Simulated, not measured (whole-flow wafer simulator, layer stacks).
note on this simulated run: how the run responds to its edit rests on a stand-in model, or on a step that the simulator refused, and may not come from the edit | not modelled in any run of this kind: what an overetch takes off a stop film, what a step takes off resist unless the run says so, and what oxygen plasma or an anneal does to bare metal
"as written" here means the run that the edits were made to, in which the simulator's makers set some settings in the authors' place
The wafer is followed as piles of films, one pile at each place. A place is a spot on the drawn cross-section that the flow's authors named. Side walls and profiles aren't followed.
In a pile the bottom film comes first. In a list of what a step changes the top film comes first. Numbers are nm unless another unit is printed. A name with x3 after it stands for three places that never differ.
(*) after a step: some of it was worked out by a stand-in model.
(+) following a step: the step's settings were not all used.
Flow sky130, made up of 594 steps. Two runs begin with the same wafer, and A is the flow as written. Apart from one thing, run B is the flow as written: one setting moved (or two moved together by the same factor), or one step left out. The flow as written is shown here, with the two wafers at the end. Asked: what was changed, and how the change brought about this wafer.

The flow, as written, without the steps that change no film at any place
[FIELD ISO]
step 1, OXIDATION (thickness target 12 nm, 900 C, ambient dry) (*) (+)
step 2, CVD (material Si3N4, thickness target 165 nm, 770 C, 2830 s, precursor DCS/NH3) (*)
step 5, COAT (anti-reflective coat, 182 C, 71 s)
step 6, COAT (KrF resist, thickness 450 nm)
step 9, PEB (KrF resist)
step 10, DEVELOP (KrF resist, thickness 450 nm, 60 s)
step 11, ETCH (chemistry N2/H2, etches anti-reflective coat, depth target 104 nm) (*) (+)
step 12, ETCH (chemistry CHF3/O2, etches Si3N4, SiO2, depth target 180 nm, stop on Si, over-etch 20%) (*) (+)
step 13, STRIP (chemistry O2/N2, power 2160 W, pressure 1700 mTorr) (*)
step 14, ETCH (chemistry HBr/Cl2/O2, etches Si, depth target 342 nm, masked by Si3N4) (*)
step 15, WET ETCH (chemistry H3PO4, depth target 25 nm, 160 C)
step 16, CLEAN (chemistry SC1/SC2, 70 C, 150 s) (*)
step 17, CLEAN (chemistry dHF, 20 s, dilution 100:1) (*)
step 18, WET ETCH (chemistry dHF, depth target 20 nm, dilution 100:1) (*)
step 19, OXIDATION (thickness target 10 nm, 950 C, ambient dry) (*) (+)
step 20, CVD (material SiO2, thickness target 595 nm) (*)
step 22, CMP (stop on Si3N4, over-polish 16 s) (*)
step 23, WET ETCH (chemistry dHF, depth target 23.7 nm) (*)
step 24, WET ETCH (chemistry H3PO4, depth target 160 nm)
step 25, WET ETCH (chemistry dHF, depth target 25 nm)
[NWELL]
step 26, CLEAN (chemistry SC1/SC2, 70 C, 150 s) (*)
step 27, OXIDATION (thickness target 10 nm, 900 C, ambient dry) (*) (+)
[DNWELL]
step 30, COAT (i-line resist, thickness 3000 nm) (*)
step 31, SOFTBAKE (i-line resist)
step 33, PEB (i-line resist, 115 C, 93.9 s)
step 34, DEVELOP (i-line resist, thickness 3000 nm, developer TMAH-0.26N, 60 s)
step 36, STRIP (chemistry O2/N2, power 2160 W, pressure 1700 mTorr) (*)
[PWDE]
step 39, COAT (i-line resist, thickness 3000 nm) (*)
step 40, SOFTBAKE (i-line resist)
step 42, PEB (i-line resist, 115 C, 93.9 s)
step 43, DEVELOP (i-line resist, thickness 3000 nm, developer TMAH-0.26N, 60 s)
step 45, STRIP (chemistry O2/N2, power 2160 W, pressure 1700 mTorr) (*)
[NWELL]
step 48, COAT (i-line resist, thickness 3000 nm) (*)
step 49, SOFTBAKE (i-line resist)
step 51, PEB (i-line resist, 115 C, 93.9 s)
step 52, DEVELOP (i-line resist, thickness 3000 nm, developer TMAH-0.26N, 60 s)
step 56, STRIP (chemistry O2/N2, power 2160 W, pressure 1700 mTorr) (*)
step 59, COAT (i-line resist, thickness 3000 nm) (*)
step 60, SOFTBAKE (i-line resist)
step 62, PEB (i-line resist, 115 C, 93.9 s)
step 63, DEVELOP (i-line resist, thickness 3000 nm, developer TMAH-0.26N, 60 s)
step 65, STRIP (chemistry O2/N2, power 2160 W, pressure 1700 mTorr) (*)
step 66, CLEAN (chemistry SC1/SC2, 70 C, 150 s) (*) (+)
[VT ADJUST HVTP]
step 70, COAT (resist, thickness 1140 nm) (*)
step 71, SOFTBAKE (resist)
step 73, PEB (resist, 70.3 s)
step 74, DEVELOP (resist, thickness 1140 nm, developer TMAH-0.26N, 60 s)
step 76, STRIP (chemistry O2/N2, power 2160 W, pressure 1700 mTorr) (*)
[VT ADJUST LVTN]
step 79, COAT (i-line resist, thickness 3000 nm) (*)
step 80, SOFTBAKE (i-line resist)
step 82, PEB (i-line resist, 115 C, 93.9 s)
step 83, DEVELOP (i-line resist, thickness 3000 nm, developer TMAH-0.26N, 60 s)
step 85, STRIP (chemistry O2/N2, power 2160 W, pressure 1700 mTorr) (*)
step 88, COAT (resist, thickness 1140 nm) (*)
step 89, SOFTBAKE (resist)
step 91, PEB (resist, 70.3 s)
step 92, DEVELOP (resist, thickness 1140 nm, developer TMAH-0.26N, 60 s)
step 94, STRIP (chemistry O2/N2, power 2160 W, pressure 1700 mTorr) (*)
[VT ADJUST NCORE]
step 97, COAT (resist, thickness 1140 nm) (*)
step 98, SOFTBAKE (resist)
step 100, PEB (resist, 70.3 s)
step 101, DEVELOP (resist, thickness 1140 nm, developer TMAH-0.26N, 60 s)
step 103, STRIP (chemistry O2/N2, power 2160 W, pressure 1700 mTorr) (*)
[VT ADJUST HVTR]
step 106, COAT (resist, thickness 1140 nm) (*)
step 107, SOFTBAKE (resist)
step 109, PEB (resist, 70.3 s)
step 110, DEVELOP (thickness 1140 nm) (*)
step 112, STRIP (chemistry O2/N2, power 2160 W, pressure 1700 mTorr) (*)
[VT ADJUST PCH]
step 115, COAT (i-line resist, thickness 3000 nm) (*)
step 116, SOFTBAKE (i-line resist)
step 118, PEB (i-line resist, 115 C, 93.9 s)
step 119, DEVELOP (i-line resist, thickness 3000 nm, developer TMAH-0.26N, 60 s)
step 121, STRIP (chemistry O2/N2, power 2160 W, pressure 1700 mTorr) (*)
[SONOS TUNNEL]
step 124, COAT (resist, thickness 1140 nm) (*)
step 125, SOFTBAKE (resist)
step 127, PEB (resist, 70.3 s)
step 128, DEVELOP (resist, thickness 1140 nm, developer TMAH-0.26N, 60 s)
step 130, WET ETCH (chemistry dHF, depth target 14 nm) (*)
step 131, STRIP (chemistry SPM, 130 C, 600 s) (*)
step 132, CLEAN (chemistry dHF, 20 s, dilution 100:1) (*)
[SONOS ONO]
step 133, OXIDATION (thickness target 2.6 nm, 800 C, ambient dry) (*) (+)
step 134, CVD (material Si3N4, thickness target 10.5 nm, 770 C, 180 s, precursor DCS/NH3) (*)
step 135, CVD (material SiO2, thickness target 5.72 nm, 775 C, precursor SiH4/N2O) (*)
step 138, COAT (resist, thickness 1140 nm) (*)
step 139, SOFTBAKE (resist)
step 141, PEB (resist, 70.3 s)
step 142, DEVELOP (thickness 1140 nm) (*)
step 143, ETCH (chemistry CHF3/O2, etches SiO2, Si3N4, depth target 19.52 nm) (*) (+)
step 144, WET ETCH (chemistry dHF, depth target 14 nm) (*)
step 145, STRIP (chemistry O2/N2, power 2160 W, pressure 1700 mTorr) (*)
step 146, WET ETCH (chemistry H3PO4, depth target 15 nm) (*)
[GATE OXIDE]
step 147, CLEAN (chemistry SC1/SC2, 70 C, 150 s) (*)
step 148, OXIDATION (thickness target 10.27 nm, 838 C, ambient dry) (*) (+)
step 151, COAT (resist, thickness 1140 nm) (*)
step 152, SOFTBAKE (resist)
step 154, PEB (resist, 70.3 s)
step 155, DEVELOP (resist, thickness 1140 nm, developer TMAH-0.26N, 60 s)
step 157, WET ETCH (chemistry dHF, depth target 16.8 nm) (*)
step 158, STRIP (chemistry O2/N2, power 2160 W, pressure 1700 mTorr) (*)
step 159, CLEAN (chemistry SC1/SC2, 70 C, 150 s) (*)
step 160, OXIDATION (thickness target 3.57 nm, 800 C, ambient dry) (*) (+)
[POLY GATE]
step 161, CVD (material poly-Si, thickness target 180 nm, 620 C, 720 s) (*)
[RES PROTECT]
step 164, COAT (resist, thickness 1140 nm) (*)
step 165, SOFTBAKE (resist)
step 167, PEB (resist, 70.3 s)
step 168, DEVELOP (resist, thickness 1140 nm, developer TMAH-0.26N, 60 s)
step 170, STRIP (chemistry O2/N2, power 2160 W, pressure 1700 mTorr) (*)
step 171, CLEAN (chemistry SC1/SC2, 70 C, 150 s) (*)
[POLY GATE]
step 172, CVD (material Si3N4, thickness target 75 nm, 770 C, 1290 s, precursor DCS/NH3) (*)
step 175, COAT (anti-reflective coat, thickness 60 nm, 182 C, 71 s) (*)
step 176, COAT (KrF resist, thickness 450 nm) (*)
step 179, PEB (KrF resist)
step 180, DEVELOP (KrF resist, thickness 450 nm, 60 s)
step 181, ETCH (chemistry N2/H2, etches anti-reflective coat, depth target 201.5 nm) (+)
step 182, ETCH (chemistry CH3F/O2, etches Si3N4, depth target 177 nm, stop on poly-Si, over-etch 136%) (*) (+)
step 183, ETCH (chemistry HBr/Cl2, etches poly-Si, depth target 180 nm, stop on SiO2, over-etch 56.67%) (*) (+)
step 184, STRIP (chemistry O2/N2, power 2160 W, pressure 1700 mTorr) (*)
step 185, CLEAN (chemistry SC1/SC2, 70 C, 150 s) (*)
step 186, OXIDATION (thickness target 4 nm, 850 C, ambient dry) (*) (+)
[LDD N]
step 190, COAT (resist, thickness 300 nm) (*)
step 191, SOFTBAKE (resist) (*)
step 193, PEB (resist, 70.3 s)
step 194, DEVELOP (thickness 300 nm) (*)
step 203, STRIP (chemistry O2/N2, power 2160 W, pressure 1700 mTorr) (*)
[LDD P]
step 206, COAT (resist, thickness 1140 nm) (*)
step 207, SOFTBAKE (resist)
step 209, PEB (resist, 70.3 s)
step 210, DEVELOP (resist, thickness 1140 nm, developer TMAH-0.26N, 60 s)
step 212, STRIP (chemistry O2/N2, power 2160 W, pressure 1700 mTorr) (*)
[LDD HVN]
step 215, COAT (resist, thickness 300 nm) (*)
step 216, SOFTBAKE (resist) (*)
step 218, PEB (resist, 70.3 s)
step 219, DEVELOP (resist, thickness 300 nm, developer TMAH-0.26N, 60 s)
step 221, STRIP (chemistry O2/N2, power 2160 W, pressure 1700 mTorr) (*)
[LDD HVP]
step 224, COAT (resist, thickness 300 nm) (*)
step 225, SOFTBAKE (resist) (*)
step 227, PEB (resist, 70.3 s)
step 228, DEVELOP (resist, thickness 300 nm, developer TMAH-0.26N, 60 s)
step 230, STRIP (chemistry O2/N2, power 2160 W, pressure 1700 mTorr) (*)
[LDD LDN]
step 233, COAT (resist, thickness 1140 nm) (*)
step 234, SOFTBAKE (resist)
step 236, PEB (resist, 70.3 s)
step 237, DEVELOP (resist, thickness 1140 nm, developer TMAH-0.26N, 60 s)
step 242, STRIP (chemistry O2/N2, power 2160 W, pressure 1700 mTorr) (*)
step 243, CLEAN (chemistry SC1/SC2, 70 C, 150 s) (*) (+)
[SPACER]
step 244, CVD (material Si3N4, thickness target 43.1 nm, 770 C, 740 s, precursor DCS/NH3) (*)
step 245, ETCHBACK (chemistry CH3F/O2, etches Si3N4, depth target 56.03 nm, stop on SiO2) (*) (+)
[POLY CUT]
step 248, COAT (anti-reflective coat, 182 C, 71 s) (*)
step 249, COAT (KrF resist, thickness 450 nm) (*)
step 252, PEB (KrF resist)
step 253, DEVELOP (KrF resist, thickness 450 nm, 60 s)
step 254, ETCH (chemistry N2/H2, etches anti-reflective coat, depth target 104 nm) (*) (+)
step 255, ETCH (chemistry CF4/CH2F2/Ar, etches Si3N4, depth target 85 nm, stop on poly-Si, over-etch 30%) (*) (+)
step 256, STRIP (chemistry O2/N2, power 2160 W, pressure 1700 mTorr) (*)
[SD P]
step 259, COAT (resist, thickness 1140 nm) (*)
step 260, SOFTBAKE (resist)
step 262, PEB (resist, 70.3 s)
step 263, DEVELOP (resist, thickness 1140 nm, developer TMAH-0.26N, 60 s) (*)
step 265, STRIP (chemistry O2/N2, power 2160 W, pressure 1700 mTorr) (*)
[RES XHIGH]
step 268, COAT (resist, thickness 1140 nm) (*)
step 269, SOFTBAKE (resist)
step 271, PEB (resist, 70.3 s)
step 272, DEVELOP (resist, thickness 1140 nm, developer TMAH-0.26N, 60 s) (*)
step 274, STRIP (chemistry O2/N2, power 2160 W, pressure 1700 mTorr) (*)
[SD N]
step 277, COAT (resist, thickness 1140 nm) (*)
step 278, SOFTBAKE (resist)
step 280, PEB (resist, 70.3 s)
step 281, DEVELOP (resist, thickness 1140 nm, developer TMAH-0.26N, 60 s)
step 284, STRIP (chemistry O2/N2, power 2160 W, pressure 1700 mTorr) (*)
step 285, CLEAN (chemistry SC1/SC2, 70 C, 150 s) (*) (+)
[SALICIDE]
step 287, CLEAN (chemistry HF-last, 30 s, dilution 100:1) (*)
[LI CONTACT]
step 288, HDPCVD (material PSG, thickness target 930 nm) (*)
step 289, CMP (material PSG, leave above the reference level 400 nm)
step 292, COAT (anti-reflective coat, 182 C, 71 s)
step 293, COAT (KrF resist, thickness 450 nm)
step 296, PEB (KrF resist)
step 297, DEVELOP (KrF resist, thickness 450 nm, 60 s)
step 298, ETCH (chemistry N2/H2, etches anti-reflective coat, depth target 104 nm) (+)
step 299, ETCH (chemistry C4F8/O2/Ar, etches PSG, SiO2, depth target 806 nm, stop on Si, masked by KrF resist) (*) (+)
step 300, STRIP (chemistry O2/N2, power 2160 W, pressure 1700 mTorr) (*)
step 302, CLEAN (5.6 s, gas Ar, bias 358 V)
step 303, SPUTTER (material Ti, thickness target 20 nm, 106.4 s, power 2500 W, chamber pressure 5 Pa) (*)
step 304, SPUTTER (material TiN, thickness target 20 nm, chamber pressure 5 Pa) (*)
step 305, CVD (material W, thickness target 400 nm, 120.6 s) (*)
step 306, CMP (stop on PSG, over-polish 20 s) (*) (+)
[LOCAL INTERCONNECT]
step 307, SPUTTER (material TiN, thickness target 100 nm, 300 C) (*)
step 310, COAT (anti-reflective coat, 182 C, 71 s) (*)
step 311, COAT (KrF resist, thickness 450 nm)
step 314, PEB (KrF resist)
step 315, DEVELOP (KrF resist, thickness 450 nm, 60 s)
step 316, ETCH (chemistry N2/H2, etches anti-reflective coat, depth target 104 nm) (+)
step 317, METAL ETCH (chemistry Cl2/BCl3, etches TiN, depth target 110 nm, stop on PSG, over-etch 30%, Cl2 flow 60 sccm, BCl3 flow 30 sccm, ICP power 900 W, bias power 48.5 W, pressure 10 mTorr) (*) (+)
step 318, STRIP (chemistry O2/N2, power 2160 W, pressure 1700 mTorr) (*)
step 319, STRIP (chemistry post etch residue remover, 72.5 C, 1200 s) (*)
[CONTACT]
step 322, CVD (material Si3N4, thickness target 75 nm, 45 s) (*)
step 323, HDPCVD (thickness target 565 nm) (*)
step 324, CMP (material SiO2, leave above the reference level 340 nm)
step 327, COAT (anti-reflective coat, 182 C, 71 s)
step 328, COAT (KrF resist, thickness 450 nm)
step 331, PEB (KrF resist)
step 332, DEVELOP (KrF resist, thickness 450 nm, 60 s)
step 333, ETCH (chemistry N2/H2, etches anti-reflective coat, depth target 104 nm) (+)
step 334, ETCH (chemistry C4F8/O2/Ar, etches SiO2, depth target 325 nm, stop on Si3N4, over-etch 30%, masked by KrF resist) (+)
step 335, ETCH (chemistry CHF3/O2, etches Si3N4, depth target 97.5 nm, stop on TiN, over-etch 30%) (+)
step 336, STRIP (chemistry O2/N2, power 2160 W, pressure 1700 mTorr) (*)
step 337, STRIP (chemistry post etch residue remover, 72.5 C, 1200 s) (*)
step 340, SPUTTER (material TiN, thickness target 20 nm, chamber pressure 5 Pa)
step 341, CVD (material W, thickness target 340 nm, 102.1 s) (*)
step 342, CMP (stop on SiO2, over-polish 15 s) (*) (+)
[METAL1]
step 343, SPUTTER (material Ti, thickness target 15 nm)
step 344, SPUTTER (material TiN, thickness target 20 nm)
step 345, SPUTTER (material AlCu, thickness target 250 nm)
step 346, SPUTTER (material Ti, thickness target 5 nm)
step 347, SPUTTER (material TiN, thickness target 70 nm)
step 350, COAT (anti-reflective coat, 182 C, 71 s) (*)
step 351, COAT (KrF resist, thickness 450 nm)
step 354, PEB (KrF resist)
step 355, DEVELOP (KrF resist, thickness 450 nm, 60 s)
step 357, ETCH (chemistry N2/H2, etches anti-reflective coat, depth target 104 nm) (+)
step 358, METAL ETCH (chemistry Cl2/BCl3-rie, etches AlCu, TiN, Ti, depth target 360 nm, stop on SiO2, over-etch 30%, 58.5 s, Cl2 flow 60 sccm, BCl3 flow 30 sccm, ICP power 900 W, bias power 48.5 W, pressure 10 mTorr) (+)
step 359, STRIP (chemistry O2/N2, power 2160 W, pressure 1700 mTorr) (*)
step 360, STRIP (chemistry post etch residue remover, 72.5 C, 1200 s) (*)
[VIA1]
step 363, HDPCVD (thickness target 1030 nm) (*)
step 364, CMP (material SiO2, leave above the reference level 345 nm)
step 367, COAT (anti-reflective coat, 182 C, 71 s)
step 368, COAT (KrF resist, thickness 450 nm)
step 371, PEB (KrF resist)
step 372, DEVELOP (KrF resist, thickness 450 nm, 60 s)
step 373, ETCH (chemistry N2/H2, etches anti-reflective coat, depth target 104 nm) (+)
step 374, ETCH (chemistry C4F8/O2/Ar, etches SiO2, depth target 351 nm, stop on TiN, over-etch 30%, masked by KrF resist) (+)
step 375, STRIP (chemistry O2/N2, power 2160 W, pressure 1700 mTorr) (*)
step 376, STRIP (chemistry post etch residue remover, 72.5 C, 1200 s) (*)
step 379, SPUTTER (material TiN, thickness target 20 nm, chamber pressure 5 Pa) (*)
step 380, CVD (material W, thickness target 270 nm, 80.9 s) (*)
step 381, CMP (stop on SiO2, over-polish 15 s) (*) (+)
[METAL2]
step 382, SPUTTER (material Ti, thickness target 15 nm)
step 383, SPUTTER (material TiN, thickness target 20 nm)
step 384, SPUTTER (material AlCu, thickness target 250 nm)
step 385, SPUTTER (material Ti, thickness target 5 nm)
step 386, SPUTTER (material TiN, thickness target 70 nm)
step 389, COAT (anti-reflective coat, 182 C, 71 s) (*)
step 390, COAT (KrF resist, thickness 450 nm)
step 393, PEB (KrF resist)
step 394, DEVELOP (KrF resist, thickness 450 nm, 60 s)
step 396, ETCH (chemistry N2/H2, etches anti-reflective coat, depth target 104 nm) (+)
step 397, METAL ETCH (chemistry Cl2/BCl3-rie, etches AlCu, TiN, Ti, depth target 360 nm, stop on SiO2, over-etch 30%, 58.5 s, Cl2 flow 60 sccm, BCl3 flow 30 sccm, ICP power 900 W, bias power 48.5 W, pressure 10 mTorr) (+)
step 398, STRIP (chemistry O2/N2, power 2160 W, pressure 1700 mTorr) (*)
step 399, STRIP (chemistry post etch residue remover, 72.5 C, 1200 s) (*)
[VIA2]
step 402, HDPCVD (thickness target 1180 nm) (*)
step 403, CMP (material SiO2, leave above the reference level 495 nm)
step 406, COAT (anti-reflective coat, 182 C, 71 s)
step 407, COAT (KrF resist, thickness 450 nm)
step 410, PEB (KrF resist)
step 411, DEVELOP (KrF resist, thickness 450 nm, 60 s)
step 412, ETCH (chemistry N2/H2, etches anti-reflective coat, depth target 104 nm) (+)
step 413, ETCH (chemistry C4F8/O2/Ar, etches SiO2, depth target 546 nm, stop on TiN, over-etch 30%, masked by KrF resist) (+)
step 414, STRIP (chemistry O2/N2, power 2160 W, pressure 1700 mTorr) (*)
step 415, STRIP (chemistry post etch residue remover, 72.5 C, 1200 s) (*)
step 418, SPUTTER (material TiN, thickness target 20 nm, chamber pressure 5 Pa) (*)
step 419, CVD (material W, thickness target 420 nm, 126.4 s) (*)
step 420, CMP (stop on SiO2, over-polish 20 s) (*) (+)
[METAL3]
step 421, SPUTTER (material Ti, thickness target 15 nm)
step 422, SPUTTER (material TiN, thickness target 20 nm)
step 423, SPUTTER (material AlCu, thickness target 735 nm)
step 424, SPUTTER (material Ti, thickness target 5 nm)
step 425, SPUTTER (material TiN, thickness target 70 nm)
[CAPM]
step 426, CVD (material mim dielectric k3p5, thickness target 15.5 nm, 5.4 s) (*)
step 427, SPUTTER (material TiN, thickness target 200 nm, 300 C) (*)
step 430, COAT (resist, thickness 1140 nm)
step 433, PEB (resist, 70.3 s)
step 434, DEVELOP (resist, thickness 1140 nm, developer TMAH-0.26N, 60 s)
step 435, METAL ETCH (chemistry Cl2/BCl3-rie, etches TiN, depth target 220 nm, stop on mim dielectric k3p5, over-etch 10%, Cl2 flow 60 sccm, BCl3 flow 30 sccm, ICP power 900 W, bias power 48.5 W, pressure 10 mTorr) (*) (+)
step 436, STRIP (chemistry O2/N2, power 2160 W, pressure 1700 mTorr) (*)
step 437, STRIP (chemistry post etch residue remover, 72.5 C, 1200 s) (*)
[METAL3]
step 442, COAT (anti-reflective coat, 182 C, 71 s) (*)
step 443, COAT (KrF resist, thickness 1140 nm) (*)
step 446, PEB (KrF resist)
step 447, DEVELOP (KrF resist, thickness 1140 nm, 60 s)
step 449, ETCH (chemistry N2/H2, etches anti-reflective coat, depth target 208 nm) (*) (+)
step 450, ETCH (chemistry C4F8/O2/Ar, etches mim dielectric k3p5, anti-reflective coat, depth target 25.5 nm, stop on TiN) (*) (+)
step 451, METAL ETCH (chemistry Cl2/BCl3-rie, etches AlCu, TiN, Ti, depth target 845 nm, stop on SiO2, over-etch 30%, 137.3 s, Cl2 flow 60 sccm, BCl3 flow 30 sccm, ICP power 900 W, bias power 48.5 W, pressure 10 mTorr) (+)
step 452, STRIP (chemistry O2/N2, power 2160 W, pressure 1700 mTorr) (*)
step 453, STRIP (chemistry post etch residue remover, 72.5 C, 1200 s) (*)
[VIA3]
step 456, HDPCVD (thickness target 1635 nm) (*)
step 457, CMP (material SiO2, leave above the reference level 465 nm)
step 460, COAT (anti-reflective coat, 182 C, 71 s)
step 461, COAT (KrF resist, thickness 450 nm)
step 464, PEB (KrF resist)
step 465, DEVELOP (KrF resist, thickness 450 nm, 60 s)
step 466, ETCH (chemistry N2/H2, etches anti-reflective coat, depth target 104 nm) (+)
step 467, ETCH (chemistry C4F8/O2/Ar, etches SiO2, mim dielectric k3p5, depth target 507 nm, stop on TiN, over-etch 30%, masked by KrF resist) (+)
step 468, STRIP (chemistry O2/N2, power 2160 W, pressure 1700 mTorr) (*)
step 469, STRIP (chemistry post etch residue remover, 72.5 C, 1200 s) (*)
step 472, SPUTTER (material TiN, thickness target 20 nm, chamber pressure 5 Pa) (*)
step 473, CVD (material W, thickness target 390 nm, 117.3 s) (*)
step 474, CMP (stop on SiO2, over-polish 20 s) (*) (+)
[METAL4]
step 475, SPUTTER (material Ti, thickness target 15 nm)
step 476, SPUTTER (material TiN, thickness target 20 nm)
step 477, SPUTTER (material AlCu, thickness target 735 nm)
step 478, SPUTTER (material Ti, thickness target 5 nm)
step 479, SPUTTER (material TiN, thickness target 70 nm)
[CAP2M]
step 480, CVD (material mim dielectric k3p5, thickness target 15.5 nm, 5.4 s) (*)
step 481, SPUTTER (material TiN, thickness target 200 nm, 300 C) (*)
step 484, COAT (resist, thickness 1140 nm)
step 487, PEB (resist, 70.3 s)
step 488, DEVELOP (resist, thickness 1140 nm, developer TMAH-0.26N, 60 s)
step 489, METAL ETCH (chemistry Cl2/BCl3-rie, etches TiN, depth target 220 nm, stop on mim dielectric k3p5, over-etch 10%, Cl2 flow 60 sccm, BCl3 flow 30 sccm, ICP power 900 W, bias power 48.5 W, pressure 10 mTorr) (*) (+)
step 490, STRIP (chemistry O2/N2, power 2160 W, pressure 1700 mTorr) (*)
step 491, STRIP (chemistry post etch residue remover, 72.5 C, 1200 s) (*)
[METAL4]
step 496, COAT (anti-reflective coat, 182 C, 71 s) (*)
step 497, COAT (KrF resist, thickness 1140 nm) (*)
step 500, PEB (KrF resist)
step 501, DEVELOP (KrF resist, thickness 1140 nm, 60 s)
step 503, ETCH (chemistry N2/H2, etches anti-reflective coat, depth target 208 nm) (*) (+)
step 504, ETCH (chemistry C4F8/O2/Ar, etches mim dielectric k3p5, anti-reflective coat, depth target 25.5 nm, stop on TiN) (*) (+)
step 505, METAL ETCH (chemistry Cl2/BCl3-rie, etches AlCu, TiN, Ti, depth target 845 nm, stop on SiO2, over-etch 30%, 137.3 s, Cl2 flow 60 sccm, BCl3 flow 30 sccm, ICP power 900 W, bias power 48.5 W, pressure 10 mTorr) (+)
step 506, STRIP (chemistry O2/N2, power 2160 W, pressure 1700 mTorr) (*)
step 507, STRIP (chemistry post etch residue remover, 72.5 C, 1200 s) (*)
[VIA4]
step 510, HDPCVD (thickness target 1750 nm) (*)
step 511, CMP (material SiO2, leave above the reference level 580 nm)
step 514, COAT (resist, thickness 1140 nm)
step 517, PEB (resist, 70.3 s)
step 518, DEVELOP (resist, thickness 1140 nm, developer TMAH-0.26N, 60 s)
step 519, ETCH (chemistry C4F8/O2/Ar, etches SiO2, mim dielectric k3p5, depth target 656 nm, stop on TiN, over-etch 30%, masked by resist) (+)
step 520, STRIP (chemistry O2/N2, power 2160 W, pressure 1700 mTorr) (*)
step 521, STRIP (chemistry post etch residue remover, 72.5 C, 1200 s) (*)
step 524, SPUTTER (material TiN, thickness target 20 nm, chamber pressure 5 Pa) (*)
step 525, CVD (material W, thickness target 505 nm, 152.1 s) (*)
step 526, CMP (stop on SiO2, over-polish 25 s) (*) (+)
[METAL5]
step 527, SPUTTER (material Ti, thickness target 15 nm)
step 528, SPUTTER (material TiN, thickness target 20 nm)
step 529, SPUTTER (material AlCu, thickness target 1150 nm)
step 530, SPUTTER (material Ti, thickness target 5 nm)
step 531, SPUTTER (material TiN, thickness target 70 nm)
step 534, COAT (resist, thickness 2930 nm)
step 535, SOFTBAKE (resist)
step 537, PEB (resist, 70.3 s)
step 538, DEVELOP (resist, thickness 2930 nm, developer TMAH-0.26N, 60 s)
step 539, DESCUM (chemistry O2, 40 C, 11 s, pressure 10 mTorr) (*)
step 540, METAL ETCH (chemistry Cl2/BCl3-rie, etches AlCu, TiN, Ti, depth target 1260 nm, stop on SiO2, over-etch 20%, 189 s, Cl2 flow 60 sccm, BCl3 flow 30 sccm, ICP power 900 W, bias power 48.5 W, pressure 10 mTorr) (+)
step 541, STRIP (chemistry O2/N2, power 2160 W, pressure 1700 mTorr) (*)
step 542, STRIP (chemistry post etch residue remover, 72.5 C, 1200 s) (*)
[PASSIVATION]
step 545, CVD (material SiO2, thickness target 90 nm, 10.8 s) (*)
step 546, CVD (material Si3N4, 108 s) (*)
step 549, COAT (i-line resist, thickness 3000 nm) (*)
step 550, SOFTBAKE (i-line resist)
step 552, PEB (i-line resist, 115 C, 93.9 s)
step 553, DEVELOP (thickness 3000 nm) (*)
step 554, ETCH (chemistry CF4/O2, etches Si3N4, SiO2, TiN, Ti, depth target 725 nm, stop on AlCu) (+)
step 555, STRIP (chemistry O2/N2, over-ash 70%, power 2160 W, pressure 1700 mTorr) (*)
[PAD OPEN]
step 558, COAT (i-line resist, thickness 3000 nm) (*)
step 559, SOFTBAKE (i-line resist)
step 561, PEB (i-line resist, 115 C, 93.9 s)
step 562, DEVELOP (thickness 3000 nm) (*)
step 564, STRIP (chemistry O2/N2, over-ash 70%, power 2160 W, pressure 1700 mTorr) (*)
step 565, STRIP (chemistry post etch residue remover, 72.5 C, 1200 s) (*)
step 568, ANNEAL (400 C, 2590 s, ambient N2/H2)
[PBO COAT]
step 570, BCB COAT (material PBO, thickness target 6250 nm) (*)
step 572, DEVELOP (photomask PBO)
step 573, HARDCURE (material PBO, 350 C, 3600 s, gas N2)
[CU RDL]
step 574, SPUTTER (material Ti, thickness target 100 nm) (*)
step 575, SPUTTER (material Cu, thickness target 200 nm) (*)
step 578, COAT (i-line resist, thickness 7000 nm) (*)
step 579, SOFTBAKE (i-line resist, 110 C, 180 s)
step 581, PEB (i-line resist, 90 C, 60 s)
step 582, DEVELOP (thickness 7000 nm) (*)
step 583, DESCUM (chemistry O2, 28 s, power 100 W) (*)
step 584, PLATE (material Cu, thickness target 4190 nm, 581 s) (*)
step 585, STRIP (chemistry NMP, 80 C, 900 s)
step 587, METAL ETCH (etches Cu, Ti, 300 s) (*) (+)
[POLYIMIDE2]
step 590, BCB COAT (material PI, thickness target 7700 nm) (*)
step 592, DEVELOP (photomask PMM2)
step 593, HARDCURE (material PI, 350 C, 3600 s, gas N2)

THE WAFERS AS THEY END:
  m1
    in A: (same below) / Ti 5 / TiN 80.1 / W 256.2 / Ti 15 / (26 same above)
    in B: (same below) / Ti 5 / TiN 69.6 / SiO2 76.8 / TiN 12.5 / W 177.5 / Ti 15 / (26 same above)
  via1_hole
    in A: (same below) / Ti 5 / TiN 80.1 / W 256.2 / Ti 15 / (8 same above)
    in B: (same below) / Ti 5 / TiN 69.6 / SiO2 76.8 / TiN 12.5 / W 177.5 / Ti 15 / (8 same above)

What caused this: step 374, ETCH: depth target 193 nm was run, though the flow has depth target 351 nm.

Step by step, how the change led to this:
  step 374, ETCH (chemistry C4F8/O2/Ar, etches SiO2, depth target 351 nm, stop on TiN, over-etch 30%, masked by KrF resist) (+)
      m1, via1_hole: A -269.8 SiO2 (all of it) | B -193 SiO2
      field, active, n_well and 186 more: A -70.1 KrF resist | B -38.6 KrF resist
  step 375, STRIP (chemistry O2/N2, power 2160 W, pressure 1700 mTorr) (*)
      field, active, n_well and 186 more: A -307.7 KrF resist (all of it), -80 anti-reflective coat (all of it) | B -339.2 KrF resist (all of it), -80 anti-reflective coat (all of it)
  step 379, SPUTTER (material TiN, thickness target 20 nm, chamber pressure 5 Pa) (*)
      m1: A +11 TiN | B +12.5 TiN (new film)
      via1_hole: A +10.9 TiN | B +12.5 TiN (new film)
  step 380, CVD (material W, thickness target 270 nm, 80.9 s) (*)
      m1, via1_hole: A +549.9 W (new film) | B +471.1 W (new film)
Taking metal films that touch as one body, m1 has 3 bodies (between them, from the top down: SiO2 76.8; SiO2 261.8 / Si3N4 75); the flow as written gives 2 bodies (between them, from the top down: SiO2 261.8 / Si3N4 75).
Taking metal films that touch as one body, via1_hole has 2 bodies (between them, from the top down: SiO2 76.8); the flow as written gives 1 body.
